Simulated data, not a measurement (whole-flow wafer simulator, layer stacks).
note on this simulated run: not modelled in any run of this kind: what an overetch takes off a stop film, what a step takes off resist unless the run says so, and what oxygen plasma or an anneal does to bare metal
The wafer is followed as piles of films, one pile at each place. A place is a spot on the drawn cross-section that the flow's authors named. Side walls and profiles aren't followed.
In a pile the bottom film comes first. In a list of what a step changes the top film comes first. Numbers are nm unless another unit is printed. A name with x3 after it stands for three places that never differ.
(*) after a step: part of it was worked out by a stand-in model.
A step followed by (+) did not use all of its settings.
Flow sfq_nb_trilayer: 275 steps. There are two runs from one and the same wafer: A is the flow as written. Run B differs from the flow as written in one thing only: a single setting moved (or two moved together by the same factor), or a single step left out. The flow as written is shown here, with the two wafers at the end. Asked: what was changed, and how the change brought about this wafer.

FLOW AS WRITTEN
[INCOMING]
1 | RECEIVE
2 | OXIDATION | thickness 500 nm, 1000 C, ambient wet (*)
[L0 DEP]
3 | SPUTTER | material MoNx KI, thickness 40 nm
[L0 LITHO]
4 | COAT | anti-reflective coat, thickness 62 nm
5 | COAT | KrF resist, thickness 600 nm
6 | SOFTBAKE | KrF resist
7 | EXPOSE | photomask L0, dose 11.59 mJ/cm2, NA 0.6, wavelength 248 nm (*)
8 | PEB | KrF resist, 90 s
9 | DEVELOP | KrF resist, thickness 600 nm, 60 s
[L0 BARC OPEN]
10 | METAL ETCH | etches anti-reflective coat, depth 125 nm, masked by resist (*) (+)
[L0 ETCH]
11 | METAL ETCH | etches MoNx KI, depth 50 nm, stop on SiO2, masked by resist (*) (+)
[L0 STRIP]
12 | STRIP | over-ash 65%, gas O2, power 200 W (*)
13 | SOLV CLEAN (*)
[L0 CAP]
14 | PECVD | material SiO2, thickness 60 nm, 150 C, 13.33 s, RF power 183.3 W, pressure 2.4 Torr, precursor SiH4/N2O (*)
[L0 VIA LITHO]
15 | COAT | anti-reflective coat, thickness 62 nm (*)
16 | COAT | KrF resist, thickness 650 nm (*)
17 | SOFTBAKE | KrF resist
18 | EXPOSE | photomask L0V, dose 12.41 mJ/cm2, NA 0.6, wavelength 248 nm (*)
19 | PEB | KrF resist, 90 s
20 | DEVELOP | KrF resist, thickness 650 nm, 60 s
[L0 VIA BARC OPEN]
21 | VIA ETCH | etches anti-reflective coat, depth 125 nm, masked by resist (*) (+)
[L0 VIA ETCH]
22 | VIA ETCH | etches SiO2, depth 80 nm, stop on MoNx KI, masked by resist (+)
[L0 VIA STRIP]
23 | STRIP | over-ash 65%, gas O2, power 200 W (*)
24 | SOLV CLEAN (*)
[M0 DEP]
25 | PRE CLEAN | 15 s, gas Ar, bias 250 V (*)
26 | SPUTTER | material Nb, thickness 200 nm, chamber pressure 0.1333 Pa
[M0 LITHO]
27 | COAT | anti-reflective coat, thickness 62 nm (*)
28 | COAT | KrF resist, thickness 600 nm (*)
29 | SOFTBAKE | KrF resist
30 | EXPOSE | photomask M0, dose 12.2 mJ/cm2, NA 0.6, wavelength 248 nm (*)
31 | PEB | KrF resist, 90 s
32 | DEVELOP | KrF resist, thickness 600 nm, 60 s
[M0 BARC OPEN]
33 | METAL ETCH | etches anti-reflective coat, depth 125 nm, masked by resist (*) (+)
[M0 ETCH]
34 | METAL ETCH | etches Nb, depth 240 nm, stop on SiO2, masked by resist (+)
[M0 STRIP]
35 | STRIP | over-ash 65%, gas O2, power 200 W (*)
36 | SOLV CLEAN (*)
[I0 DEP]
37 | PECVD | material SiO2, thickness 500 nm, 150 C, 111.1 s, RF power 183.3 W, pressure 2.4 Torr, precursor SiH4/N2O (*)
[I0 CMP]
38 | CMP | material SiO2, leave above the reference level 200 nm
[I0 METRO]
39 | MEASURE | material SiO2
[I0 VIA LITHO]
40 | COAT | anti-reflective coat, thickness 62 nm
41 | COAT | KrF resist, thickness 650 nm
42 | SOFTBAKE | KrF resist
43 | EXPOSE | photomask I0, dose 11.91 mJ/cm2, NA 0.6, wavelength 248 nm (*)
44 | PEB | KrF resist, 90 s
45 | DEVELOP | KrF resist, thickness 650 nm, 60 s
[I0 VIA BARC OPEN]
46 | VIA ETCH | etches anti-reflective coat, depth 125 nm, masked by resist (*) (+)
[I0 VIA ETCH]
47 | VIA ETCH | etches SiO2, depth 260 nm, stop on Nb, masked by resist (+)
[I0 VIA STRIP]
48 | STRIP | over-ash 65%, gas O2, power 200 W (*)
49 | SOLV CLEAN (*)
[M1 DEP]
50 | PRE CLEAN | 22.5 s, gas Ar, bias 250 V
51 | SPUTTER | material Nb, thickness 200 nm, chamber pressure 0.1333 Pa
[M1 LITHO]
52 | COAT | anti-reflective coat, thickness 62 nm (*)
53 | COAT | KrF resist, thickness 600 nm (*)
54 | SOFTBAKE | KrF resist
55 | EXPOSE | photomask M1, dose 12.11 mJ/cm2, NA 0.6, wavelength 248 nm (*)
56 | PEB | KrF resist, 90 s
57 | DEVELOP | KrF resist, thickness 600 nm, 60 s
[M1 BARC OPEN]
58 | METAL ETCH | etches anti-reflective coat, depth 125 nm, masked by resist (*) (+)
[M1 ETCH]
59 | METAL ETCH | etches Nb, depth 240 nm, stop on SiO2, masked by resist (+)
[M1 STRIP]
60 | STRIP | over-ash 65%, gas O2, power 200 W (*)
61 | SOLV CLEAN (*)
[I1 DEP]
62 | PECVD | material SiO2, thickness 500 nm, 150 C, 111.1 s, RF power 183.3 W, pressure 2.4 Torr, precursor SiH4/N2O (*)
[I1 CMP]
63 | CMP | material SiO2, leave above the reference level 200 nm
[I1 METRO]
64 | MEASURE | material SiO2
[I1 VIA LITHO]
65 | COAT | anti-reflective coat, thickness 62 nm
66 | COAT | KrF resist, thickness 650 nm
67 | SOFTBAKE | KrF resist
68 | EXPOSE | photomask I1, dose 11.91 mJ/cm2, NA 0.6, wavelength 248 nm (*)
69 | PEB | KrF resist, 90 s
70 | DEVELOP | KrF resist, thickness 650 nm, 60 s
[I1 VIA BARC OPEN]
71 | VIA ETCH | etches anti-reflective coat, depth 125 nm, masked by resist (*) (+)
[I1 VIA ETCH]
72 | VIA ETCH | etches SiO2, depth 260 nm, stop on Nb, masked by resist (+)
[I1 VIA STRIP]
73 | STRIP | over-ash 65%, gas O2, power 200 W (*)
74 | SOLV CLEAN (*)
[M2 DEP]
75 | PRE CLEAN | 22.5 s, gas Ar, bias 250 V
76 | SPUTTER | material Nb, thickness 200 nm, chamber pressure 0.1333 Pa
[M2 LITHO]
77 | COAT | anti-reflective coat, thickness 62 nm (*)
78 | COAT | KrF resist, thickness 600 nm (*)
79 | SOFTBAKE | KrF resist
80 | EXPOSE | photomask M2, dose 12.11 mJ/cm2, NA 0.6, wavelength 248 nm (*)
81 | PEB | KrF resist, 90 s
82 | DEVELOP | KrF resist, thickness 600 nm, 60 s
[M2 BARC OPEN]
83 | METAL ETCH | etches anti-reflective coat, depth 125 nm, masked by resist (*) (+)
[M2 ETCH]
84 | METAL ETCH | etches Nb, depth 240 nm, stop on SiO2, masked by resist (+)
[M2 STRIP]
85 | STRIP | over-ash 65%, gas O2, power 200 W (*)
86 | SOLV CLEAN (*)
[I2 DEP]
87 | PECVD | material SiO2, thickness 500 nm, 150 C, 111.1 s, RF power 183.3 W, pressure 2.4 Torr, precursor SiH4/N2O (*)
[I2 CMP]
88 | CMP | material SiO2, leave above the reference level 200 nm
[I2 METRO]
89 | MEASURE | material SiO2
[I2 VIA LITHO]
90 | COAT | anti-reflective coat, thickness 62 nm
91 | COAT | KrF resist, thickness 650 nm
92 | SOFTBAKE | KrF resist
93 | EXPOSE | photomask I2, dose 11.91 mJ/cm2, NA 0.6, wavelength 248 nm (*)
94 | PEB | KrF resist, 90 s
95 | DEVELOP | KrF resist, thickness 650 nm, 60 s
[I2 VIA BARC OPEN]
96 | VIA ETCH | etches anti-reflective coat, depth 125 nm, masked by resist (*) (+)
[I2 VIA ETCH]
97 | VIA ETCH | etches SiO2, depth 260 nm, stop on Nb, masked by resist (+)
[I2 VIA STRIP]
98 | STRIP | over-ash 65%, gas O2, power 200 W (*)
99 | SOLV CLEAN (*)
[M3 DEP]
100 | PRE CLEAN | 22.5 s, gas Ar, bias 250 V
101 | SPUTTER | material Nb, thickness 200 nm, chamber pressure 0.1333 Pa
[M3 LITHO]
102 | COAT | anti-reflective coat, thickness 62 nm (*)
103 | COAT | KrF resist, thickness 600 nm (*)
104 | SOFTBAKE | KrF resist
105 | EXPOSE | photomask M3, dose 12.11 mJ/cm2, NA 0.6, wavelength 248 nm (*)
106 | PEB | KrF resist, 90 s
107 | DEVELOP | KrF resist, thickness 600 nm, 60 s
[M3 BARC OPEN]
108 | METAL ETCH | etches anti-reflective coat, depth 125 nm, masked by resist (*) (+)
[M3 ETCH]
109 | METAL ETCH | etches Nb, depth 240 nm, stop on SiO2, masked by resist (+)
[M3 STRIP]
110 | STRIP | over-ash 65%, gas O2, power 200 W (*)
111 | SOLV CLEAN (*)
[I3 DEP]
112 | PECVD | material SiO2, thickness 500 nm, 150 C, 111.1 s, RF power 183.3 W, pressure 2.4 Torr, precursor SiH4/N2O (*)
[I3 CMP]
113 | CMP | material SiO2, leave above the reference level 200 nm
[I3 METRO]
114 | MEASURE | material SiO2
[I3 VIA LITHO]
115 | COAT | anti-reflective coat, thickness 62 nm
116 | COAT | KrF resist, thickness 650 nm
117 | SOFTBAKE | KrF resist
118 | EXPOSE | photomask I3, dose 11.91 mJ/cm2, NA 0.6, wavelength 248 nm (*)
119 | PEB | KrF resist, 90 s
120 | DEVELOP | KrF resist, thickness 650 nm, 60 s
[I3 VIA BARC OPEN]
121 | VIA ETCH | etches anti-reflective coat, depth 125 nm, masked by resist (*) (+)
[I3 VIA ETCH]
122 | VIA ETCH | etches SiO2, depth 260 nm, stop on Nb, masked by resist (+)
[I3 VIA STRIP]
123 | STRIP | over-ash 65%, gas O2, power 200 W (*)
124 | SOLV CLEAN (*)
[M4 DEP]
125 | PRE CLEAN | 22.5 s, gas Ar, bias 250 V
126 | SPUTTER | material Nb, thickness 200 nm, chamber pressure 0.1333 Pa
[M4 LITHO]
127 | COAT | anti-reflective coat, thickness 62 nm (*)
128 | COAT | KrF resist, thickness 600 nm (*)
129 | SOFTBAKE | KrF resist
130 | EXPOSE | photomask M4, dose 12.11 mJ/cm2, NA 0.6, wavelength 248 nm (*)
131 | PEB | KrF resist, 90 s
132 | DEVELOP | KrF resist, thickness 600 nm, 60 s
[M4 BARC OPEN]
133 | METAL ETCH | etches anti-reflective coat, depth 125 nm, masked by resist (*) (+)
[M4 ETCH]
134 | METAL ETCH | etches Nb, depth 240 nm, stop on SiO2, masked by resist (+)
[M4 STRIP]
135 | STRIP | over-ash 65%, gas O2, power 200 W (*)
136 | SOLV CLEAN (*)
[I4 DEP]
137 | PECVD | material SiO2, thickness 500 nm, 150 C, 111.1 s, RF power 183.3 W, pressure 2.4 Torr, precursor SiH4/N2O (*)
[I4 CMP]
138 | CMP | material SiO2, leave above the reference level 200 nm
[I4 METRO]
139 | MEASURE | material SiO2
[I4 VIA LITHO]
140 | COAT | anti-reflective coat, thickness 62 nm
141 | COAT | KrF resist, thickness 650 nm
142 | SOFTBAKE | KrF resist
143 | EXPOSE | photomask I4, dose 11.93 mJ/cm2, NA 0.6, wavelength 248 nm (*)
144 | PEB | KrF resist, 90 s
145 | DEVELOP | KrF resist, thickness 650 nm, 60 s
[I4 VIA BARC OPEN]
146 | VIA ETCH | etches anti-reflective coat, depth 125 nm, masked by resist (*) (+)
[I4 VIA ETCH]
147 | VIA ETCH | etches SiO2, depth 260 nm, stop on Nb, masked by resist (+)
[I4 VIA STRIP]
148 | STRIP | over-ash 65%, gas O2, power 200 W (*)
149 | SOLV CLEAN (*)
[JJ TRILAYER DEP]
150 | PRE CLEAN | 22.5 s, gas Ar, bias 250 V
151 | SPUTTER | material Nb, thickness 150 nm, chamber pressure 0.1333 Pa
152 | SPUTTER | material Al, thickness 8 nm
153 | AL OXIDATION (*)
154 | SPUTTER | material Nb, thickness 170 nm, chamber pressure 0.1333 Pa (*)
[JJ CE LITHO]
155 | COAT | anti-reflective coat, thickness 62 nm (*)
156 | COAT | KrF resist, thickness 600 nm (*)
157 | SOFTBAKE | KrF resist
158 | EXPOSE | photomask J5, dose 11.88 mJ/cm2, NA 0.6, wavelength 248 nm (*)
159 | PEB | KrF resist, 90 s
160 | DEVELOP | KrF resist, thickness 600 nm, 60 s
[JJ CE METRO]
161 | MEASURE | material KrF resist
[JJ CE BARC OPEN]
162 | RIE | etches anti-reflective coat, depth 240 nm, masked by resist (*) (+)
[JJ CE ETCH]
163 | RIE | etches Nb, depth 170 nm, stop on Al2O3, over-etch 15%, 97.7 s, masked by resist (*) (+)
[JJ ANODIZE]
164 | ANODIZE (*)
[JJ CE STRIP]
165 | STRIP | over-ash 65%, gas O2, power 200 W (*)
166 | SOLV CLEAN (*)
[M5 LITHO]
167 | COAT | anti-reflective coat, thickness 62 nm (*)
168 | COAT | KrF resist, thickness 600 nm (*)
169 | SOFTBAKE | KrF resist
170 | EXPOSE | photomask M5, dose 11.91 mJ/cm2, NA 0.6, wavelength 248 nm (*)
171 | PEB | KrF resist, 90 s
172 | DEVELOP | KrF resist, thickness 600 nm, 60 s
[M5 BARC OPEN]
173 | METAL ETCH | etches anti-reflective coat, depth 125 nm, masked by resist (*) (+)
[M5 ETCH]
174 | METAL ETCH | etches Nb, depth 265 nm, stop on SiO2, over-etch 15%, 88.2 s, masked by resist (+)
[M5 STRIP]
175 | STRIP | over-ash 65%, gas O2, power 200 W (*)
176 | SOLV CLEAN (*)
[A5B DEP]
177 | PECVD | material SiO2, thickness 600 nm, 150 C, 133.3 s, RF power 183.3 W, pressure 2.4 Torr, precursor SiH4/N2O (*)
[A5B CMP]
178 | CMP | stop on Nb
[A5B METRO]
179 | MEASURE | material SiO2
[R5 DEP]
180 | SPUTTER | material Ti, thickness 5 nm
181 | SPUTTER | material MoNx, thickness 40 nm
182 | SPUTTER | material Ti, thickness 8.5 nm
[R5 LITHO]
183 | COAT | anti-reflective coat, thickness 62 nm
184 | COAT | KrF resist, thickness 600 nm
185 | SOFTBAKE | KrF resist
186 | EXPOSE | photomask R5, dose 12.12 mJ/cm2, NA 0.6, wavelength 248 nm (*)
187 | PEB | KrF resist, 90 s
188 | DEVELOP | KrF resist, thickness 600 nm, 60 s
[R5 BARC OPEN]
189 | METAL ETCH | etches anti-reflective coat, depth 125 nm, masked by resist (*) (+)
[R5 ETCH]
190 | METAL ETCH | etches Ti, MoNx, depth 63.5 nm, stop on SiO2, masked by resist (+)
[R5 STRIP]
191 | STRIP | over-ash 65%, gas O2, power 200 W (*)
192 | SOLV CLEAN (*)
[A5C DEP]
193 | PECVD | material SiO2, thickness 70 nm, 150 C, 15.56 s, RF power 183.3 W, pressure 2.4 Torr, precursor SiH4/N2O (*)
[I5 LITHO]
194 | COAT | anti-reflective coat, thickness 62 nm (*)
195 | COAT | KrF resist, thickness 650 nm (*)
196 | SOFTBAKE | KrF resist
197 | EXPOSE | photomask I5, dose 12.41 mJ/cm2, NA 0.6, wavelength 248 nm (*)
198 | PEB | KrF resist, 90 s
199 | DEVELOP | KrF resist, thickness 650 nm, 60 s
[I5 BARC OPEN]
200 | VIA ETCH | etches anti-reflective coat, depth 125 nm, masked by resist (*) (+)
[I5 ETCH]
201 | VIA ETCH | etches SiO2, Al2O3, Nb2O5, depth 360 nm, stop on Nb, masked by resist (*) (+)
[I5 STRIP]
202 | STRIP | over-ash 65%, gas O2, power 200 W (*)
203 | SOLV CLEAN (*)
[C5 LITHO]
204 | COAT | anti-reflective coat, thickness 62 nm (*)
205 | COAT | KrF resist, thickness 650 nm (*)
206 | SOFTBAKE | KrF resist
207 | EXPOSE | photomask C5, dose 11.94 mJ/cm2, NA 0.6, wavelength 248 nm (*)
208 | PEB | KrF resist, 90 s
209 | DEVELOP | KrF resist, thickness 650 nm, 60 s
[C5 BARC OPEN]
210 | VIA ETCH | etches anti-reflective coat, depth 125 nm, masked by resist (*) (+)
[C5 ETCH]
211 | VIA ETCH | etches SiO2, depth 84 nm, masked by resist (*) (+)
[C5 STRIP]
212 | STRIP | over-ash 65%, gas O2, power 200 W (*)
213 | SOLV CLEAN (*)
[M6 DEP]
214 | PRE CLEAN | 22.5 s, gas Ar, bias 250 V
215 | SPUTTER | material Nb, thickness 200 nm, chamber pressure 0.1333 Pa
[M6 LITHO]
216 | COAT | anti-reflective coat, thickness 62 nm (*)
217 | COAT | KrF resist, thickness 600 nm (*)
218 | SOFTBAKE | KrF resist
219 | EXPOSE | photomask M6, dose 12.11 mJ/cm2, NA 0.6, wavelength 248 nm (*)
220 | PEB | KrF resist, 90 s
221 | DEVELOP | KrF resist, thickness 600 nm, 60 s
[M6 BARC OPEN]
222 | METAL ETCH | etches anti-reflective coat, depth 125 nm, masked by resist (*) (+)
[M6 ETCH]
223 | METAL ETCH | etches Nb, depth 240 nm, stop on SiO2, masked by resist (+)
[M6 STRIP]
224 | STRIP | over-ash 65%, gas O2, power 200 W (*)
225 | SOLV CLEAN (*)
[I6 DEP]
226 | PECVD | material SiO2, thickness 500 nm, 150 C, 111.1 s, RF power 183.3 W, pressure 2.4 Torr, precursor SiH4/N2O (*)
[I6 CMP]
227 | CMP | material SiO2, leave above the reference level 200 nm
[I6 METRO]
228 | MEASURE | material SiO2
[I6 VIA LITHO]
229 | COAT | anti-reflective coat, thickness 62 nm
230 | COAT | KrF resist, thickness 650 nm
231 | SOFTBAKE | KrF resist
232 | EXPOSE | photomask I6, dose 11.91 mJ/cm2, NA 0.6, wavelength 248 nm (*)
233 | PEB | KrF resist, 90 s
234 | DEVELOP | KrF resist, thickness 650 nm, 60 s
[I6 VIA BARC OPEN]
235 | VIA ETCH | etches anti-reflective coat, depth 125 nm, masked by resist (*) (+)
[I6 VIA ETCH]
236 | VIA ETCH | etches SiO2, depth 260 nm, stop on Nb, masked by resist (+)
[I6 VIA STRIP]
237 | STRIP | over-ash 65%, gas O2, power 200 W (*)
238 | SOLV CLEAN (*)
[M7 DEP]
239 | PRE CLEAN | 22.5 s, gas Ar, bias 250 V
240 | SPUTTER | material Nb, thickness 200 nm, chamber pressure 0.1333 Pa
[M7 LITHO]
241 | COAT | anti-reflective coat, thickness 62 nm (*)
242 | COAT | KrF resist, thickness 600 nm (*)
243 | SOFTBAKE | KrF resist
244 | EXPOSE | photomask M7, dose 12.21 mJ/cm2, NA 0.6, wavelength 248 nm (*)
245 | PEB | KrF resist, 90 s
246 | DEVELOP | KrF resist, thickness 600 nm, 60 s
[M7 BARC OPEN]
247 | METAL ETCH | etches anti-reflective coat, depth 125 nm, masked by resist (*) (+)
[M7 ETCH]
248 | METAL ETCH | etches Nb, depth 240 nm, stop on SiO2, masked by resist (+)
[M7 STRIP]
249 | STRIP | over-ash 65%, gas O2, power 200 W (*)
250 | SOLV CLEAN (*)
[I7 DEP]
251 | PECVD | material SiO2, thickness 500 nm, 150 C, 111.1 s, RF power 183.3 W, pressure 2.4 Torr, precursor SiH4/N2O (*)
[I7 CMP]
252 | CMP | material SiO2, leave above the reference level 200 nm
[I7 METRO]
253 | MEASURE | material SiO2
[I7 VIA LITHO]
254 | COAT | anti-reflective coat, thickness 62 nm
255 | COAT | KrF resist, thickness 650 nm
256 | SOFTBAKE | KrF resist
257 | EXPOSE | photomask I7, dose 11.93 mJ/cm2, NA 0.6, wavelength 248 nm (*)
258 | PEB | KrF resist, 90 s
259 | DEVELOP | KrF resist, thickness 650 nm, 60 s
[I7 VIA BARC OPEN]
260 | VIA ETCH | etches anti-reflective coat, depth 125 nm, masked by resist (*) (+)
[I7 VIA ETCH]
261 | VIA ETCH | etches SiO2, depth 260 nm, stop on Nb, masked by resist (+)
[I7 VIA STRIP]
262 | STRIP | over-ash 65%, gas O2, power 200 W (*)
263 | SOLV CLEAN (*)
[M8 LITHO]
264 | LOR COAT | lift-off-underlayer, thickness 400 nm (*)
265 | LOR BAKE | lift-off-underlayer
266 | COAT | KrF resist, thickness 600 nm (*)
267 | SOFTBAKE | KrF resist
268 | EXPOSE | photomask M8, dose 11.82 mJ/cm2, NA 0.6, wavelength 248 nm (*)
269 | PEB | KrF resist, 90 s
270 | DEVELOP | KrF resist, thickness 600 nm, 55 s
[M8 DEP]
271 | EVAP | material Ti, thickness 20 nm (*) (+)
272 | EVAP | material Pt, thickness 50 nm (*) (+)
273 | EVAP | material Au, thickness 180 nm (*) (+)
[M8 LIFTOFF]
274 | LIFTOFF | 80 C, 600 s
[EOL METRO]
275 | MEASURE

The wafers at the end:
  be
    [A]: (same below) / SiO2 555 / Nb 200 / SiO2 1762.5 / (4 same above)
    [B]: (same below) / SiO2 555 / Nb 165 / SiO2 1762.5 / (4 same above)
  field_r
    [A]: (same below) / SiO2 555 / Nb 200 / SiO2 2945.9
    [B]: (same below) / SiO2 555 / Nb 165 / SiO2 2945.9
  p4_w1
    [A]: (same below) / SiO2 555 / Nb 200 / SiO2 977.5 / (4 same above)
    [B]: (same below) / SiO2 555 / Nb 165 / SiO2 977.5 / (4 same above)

Cause: step 26, SPUTTER: thickness 165 nm was run, while the flow as written has thickness 200 nm.
One can read it off the wafer: be has Nb 165, and step 26 as written asks for 200 nm.

Step by step, how the change led to this:
  26 | SPUTTER | material Nb, thickness 200 nm, chamber pressure 0.1333 Pa
      field_l, v_sur, via_wl and 102 more: A +200 Nb (new film) | B +165 Nb (new film)
      l0v: A +195.7 Nb (new film) | B +160.7 Nb (new film)
  34 | METAL ETCH | etches Nb, depth 240 nm, stop on SiO2, masked by resist (+)
      moat, m0r_space_l, m0r_space_r: A -200 Nb (all of it) | B -165 Nb (all of it)
  37 | PECVD | material SiO2, thickness 500 nm, 150 C, 111.1 s, RF power 183.3 W, pressure 2.4 Torr, precursor SiH4/N2O (*)
      moat, m0r_space_l, m0r_space_r: A +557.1 SiO2 | B +522.1 SiO2
